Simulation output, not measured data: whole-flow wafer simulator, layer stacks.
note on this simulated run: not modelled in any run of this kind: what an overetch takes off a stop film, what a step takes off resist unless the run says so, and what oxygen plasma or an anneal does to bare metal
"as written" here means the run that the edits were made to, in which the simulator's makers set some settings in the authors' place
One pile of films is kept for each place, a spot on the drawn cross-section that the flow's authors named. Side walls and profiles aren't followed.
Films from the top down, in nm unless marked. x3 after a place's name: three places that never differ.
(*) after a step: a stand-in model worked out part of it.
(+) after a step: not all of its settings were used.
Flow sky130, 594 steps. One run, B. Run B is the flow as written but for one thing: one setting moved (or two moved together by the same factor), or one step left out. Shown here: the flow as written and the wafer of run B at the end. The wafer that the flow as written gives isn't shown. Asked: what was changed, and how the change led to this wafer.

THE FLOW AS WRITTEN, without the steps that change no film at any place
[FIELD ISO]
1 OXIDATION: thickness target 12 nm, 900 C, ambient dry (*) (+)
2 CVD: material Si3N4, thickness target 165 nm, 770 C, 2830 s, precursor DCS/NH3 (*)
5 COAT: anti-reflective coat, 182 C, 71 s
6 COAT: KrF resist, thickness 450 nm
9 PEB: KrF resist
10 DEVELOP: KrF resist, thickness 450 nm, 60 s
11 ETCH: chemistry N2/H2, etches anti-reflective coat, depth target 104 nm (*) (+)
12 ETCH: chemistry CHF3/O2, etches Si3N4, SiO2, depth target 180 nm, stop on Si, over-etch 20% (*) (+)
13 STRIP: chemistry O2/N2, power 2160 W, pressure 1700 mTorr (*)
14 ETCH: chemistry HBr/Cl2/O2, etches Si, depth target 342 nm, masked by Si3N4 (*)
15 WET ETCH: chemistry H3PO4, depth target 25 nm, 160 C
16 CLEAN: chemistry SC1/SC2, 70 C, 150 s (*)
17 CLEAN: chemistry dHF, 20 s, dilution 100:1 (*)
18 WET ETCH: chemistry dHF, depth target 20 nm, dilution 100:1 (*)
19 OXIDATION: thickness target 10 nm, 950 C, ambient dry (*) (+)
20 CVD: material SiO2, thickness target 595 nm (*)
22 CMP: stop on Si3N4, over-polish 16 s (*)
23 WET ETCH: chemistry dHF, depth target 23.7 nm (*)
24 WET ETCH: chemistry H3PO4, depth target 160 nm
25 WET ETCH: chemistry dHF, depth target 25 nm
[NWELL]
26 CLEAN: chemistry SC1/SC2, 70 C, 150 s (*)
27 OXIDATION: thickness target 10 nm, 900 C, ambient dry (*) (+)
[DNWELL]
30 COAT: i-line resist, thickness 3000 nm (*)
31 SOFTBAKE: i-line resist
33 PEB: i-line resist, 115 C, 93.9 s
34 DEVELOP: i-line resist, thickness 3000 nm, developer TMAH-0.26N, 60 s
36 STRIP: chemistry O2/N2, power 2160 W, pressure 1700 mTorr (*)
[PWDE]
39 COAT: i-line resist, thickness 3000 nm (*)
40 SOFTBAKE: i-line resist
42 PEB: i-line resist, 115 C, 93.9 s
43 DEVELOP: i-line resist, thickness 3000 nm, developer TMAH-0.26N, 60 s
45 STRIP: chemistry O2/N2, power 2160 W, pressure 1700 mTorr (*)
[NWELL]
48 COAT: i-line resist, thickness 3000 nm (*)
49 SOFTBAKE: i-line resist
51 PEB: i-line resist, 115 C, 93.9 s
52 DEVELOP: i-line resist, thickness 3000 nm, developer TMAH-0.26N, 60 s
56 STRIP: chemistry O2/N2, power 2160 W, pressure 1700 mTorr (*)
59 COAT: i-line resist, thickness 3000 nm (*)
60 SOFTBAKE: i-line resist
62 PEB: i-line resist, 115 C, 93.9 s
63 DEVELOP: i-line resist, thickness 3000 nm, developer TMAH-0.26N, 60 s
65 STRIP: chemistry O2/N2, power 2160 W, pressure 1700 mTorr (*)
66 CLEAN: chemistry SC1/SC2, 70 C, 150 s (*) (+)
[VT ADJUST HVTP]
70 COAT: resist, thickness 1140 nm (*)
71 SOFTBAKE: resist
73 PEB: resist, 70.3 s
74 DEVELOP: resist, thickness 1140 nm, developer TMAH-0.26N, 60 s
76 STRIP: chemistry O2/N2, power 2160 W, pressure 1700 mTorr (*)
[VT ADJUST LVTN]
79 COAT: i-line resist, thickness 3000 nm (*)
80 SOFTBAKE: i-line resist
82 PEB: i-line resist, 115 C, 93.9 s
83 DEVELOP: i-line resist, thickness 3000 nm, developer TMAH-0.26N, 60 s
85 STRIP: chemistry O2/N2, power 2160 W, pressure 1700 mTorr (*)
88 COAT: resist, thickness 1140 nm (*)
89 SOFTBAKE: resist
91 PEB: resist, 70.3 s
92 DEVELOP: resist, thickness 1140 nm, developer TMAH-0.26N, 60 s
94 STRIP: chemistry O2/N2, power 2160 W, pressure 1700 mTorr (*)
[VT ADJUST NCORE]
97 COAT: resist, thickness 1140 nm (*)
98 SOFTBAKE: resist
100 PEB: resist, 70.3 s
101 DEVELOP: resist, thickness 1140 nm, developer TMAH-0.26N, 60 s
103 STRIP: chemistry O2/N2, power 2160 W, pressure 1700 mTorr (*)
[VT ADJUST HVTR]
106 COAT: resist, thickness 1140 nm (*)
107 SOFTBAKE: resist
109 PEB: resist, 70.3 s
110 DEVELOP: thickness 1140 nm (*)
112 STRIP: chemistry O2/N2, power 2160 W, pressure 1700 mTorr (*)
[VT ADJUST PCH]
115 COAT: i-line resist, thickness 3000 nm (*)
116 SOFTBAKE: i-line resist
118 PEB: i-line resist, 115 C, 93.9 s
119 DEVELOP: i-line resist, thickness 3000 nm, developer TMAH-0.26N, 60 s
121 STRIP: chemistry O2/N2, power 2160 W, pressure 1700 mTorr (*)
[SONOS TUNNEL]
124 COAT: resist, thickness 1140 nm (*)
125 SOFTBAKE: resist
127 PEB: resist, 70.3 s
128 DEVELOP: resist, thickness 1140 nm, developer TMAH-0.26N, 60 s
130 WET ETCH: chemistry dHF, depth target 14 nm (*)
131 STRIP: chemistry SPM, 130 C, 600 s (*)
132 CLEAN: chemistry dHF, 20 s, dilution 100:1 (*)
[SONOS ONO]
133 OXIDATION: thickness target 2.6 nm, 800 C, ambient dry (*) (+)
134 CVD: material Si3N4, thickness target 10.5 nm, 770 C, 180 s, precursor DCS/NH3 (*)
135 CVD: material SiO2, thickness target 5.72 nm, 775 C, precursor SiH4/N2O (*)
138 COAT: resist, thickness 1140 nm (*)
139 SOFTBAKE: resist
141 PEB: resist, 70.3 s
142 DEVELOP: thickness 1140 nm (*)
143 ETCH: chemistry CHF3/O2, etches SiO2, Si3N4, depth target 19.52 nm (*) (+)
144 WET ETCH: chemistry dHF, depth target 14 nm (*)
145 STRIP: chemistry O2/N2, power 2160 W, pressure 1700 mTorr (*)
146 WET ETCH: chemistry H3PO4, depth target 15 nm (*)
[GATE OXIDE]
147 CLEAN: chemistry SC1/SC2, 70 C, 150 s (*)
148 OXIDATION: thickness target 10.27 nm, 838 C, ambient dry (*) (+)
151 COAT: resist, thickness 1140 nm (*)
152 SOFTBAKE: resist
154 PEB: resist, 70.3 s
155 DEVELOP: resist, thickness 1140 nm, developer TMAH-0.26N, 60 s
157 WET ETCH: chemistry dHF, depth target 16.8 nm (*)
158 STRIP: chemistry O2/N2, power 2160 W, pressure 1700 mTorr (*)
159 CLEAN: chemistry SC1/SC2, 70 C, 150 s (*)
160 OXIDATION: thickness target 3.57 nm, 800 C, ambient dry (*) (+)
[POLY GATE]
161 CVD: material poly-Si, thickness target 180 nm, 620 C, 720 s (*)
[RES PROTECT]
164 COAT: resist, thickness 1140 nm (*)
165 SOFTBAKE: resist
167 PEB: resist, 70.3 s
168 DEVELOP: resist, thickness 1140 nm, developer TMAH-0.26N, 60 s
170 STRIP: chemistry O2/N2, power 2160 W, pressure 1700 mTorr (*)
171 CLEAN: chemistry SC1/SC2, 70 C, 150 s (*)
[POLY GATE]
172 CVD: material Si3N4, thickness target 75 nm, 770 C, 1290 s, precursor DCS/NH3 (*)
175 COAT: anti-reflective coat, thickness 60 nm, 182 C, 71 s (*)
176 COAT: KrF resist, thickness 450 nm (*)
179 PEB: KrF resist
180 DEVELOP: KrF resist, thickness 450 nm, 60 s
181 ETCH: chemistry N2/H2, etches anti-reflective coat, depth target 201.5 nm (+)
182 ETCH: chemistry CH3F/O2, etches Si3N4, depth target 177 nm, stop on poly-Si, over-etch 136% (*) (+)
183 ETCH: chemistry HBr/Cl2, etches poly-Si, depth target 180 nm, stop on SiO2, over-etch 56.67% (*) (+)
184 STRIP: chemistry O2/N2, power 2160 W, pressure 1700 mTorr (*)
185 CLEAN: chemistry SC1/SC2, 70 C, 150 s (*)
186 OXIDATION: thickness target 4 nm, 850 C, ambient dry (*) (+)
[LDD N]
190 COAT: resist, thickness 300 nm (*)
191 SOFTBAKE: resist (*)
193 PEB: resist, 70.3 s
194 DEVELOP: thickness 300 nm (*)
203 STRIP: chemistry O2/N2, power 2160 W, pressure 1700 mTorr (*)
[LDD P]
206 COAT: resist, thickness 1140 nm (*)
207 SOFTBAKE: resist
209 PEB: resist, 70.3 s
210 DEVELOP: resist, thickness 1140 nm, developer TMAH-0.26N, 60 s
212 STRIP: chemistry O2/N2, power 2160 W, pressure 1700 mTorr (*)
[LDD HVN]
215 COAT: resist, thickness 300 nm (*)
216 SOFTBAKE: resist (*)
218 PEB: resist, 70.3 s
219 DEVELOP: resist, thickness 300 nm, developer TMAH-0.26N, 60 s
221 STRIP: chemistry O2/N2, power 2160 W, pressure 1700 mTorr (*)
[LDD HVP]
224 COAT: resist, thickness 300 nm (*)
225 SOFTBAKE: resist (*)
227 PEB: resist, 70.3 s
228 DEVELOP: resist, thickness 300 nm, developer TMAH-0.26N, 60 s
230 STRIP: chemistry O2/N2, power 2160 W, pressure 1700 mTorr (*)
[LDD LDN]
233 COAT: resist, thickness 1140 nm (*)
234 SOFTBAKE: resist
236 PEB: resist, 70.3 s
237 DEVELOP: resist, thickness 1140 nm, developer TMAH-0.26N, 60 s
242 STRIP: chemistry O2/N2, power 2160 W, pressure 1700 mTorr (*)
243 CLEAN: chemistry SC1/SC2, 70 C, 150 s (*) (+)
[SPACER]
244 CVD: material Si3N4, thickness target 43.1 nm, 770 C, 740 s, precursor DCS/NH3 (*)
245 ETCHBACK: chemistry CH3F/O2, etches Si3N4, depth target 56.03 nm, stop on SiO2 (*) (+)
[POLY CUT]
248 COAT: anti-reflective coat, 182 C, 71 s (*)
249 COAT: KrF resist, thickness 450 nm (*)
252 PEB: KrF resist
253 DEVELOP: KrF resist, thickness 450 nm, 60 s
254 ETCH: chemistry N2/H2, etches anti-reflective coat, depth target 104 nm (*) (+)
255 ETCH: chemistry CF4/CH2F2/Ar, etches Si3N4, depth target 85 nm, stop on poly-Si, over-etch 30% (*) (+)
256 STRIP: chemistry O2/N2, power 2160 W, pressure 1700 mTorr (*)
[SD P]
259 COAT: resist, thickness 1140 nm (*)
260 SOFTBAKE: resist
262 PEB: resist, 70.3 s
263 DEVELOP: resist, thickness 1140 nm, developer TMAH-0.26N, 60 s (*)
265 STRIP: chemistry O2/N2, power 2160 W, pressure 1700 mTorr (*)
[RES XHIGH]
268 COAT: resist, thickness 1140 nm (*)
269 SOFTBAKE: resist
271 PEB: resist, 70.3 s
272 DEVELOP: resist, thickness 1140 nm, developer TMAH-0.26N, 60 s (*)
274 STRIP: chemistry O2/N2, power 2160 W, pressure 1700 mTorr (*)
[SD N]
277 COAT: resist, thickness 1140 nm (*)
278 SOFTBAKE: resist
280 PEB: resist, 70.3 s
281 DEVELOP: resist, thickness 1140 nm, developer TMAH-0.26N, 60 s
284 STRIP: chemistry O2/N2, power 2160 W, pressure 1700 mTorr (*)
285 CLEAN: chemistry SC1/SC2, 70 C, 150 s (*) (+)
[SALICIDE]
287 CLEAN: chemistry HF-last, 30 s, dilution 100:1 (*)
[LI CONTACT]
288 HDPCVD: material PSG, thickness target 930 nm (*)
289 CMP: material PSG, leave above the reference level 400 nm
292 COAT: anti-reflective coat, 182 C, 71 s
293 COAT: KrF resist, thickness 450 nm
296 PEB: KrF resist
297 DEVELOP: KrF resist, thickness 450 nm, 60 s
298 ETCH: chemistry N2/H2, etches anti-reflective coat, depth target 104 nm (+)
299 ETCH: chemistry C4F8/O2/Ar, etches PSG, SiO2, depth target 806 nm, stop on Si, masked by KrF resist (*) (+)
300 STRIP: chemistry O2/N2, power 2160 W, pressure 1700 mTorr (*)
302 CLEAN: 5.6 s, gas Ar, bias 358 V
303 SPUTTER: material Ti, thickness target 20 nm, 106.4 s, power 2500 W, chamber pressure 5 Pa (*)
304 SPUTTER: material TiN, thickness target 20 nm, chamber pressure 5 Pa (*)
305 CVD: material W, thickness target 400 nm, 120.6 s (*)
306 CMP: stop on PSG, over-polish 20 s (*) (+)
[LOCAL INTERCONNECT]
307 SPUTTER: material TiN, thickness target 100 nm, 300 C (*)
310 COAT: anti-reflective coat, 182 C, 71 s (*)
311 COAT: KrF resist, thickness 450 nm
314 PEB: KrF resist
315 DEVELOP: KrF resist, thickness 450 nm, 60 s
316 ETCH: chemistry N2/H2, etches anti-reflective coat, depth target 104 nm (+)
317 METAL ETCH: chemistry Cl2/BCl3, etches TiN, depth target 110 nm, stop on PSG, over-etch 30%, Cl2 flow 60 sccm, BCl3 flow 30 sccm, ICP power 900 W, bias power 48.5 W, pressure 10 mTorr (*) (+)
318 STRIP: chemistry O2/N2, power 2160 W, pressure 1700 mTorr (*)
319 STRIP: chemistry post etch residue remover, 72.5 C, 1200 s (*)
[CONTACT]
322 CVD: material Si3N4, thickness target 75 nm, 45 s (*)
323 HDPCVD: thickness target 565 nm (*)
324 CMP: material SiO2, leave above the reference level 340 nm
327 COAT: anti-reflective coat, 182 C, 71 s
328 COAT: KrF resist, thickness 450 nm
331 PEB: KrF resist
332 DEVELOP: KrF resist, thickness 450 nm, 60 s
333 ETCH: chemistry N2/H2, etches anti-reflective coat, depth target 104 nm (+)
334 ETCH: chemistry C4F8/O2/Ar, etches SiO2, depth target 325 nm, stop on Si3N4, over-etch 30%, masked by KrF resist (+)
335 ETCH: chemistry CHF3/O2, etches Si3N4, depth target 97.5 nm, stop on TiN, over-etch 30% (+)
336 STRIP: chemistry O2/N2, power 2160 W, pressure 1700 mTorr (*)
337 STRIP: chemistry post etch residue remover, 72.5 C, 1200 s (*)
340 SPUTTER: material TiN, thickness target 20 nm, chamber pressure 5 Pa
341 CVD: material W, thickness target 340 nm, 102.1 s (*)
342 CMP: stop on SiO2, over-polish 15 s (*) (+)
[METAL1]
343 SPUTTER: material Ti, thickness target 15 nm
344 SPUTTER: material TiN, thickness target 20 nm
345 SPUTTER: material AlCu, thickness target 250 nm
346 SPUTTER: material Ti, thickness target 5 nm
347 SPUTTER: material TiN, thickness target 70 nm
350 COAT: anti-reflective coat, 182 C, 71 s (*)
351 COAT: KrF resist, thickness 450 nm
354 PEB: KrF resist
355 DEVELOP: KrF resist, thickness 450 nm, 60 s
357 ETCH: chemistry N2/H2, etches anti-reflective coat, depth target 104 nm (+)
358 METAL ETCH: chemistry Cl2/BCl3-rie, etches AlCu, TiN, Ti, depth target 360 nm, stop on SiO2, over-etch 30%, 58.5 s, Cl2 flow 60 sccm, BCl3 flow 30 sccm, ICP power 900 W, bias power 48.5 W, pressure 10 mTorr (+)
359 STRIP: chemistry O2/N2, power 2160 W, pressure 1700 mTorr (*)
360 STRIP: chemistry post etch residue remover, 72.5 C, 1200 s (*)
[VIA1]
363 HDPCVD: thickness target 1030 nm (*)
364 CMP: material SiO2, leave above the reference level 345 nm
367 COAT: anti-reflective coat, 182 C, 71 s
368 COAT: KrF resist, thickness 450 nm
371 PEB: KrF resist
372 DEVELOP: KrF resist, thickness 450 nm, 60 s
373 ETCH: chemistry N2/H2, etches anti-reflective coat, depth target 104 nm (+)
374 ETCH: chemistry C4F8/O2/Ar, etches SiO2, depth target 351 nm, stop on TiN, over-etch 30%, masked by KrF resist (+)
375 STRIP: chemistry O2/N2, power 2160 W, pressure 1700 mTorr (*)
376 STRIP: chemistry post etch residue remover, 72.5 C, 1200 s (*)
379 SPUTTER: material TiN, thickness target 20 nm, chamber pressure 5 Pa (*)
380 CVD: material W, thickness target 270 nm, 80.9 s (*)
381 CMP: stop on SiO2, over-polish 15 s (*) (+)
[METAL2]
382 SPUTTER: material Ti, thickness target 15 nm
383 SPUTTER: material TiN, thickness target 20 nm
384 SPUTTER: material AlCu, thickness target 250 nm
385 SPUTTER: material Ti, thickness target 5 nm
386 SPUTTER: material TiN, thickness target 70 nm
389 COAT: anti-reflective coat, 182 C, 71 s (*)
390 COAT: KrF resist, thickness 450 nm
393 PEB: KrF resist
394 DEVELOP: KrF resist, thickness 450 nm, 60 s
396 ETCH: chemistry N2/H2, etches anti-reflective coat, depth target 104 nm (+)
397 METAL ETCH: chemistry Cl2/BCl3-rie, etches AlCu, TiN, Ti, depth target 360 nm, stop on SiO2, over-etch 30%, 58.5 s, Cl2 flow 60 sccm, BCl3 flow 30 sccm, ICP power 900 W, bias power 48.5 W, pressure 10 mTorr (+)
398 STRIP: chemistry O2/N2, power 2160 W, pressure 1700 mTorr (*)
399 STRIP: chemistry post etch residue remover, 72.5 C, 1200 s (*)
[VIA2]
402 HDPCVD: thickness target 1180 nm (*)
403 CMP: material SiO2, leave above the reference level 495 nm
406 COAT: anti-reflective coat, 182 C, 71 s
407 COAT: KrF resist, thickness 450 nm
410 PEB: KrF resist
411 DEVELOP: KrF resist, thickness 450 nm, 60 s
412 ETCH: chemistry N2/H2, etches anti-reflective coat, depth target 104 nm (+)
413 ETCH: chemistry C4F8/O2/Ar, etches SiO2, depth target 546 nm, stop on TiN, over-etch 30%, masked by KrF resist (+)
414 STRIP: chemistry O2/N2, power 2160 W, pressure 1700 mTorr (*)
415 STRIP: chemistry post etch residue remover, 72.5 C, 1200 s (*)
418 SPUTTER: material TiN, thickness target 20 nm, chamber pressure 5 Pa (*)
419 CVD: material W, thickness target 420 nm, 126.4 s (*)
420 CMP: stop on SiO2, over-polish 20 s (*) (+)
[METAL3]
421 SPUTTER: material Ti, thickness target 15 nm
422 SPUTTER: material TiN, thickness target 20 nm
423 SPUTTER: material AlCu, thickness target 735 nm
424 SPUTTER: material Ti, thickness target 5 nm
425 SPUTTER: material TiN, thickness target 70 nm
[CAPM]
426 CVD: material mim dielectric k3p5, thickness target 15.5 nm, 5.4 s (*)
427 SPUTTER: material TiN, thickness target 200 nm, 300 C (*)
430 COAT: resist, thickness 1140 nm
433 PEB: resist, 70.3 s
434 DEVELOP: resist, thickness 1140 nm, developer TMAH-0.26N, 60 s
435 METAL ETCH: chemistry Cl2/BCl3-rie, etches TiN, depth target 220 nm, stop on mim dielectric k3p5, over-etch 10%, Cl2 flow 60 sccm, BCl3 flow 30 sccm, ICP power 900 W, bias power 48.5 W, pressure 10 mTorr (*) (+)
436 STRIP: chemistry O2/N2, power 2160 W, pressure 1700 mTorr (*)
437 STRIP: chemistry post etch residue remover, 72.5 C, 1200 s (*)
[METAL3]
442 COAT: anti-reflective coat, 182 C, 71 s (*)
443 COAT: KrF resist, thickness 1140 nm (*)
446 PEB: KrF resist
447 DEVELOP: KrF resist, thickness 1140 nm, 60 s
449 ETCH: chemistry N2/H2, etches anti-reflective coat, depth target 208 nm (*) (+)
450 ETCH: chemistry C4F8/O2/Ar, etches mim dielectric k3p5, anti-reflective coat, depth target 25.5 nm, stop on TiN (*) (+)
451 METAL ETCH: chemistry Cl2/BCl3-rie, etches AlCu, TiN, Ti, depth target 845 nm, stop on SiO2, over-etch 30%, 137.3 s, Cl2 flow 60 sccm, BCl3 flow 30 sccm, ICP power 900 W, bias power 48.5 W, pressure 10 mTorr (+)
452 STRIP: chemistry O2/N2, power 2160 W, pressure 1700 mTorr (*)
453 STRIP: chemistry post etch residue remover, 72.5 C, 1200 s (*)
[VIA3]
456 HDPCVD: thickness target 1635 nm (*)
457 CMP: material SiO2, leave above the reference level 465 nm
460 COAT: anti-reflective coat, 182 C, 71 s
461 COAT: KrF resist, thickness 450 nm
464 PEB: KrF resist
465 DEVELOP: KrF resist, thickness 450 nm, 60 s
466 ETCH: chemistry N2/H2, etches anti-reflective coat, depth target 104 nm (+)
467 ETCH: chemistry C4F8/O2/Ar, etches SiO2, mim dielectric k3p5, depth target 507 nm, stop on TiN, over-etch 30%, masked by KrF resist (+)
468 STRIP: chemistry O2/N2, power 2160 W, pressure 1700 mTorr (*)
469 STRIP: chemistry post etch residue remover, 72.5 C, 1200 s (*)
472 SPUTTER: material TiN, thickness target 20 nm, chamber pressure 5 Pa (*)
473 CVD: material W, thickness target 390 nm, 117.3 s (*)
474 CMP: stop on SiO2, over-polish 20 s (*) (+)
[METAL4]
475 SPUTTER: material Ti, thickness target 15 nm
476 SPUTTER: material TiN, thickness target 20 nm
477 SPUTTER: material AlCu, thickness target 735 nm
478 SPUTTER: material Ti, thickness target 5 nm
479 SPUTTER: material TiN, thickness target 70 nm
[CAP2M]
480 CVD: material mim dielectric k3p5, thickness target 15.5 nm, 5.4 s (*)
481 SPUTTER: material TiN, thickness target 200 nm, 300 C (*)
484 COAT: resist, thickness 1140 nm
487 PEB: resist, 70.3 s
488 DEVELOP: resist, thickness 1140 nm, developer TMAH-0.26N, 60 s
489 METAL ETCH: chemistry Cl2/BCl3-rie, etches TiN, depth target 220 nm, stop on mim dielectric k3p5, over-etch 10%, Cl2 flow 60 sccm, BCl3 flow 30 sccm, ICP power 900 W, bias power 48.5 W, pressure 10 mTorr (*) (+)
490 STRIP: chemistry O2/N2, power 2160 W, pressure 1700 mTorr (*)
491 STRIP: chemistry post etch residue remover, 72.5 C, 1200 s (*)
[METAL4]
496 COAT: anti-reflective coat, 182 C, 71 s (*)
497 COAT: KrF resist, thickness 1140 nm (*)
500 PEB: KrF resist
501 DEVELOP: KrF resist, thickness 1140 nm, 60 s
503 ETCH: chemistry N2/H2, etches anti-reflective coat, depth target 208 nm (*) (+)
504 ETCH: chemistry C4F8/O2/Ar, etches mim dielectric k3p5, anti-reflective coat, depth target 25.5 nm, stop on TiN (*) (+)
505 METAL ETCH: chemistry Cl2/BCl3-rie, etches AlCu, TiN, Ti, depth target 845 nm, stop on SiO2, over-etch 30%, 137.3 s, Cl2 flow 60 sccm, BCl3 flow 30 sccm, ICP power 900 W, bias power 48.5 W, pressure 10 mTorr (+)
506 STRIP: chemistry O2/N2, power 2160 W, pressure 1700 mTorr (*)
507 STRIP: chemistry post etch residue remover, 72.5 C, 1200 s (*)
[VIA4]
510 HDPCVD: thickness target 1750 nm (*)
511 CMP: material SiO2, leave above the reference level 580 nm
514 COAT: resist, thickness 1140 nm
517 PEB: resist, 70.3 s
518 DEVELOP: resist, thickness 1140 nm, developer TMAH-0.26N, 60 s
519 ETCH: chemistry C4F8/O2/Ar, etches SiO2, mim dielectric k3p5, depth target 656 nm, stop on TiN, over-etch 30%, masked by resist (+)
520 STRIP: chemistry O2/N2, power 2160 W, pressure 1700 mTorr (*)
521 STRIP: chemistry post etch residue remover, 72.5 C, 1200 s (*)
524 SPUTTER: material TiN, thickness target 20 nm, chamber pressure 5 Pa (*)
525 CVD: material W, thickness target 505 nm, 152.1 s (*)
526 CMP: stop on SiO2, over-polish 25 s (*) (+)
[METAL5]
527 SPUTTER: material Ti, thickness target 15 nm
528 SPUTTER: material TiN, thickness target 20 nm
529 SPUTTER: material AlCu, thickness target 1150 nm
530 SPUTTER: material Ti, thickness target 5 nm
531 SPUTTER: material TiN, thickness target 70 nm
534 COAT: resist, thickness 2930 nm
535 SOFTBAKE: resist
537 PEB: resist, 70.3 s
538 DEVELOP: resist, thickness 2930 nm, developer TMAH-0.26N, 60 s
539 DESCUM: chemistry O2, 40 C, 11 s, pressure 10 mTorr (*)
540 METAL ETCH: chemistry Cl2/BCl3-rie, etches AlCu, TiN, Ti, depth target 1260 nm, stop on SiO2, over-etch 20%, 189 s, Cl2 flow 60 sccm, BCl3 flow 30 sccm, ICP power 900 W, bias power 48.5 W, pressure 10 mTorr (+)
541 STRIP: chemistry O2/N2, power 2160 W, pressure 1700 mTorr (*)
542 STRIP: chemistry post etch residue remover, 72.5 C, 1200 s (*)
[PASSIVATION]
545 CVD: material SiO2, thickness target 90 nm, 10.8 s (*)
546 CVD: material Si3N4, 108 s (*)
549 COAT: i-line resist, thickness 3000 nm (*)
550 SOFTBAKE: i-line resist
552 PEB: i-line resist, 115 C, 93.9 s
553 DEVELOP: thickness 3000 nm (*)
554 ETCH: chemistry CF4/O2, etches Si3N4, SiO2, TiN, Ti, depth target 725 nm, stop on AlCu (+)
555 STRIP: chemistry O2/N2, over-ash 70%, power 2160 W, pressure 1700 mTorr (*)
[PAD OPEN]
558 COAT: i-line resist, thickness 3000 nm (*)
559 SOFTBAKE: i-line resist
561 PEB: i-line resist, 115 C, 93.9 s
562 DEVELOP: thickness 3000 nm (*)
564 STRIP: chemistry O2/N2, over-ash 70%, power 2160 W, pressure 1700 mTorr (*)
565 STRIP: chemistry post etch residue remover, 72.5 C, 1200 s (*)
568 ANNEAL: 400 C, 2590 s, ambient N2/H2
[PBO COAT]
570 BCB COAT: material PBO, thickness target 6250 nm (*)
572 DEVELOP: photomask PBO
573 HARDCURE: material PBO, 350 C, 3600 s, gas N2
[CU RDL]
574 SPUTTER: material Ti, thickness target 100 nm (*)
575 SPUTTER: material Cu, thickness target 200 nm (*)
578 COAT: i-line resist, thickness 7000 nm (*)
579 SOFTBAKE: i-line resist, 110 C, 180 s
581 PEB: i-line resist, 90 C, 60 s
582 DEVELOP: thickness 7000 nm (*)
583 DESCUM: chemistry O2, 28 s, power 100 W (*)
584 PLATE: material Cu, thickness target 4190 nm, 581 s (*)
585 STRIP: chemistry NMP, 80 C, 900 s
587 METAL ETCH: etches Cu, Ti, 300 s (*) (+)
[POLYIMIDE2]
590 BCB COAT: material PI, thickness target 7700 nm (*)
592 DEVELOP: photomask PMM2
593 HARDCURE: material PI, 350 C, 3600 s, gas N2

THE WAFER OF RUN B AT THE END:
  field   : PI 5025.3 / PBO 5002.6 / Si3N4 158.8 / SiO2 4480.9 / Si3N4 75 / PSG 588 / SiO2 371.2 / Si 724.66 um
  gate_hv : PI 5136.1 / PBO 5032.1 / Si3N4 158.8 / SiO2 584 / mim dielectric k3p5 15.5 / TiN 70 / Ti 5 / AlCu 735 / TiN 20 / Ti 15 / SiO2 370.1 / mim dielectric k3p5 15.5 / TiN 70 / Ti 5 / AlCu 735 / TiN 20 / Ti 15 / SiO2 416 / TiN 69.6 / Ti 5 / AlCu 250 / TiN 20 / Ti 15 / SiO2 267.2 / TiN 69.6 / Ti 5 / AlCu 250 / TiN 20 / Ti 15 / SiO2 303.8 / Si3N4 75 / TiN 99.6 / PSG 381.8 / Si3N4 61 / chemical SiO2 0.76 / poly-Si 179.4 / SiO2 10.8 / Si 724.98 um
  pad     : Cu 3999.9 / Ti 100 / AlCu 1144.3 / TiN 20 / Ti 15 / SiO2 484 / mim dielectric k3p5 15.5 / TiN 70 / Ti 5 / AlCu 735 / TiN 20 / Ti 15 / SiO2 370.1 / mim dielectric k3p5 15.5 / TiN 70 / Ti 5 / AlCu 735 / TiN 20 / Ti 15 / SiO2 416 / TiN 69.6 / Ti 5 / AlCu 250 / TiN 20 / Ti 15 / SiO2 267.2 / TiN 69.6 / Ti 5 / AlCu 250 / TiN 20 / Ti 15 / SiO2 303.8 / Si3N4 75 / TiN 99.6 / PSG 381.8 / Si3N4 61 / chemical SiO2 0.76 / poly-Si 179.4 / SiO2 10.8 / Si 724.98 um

The cause: step 324, CMP: leave above the reference level 382 nm was run, where the flow has leave above the reference level 340 nm.

How the change led to this, step by step:
  324 CMP: material SiO2, leave above the reference level 340 nm
      n_well, p_well, gate_hv and 93 more: SiO2 -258 (as written it would be: SiO2 -300)
      field, active, gate and 88 more: SiO2 -158.4 (as written it would be: SiO2 -200.4)
      (and at 4 more places)
  334 ETCH: chemistry C4F8/O2/Ar, etches SiO2, depth target 325 nm, stop on Si3N4, over-etch 30%, masked by KrF resist (+)
      poly_licon, ndiff_licon, ndiff_licon_cpp, rpo_hd_licon: SiO2 -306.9 (all of it) (as written it would be: SiO2 -264.9 (all of it))
  340 SPUTTER: material TiN, thickness target 20 nm, chamber pressure 5 Pa
      ndiff_licon_cpp, rpo_hd_licon: TiN +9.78 (as written it would be: TiN +10.4)
      ndiff_licon: TiN +9.76 (as written it would be: TiN +10.4)
  341 CVD: material W, thickness target 340 nm, 102.1 s (*)
      ndiff_licon, ndiff_licon_cpp, rpo_hd_licon: W +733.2 (new film) (as written it would be: W +690.5 (new film))
  342 CMP: stop on SiO2, over-polish 15 s (*) (+)
      poly_licon: nothing (as written it would be: W -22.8)
  350 COAT: anti-reflective coat, 182 C, 71 s (*)
      poly_licon: anti-reflective coat +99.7 (new film) (as written it would be: anti-reflective coat +80.5 (new film))
  359 STRIP: chemistry O2/N2, power 2160 W, pressure 1700 mTorr (*)
      poly_licon: KrF resist -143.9 (all of it), anti-reflective coat -99.7 (all of it) (as written it would be: KrF resist -143.9 (all of it), anti-reflective coat -80.5 (all of it))
  364 CMP: material SiO2, leave above the reference level 345 nm
      poly_licon: SiO2 -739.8 (as written it would be: SiO2 -759)
